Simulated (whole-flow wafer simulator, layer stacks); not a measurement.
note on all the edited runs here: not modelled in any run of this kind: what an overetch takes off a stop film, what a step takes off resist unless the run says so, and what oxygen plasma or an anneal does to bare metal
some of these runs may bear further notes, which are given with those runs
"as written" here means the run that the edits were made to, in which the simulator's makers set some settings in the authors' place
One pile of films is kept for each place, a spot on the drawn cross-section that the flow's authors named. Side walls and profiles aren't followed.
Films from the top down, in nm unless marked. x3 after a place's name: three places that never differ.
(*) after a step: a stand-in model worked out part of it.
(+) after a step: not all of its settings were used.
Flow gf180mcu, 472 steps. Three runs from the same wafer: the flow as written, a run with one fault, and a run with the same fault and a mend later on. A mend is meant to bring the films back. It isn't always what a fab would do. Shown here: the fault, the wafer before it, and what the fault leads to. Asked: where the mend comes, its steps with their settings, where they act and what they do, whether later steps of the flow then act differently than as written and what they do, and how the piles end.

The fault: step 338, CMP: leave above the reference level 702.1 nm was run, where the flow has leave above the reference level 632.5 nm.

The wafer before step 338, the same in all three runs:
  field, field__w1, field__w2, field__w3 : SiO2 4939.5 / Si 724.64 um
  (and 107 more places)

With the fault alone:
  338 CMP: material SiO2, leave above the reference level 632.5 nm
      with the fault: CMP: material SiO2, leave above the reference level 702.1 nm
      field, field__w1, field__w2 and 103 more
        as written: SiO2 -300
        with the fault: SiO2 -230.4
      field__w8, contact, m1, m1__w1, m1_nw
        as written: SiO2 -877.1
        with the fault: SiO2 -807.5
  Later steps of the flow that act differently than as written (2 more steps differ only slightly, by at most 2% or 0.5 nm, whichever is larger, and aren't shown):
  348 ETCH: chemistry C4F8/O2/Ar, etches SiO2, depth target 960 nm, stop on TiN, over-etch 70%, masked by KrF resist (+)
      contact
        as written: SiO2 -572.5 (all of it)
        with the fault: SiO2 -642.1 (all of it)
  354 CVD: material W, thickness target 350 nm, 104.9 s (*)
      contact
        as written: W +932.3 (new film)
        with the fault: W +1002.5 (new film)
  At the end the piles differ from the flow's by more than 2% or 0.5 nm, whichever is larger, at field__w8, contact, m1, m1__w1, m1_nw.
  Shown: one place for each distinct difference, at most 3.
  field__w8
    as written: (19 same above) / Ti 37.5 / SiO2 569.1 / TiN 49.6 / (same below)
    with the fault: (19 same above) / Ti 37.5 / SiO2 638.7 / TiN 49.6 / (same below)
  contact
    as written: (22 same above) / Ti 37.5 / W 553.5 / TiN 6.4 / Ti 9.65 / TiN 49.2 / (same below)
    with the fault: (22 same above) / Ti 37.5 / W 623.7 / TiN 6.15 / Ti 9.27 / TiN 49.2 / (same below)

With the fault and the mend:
  The mend comes after step 346.
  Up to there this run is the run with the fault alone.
  346a STRIP: chemistry O2/N2, power 2160 W, pressure 1700 mTorr (*)
      field, field__w1, field__w2 and 107 more
        KrF resist -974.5 (all of it), anti-reflective coat -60 (all of it)
      contact
        anti-reflective coat -60 (all of it)
  346b CMP: material SiO2, leave above the reference level 632.5 nm (the flow's step 338 once more)
      field, field__w1, field__w2 and 108 more
        SiO2 -69.6
  346c HMDS: 120 C, 60 s (the flow's step 340 once more)
      changes no film at any place that is followed
  346d COAT: anti-reflective coat, thickness 60 nm, 182 C, 71 s (the flow's step 341 once more)
      field, field__w1, field__w2 and 108 more
        anti-reflective coat +60 (new film)
  346e COAT: KrF resist, thickness 1000 nm (the flow's step 342 once more)
      field, field__w1, field__w2 and 108 more
        KrF resist +1000 (new film)
  346f SOFTBAKE: KrF resist (the flow's step 343 once more)
      changes no film at any place that is followed
  346g EXPOSE: photomask Via3 (the flow's step 344 once more)
      changes no film at any place that is followed
  346h PEB: KrF resist, 135 C, 90 s (the flow's step 345 once more)
      field, field__w1, field__w2 and 108 more
        KrF resist -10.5
  346i DEVELOP: KrF resist, thickness 1000 nm, 60 s (the flow's step 346 once more)
      field, field__w1, field__w2 and 107 more
        KrF resist -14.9
      contact
        KrF resist -989.5 (all of it)
  No later step of the flow acts differently than as written at any place that is followed.
  At the end the piles are the same as the flow's at every place that both follow.
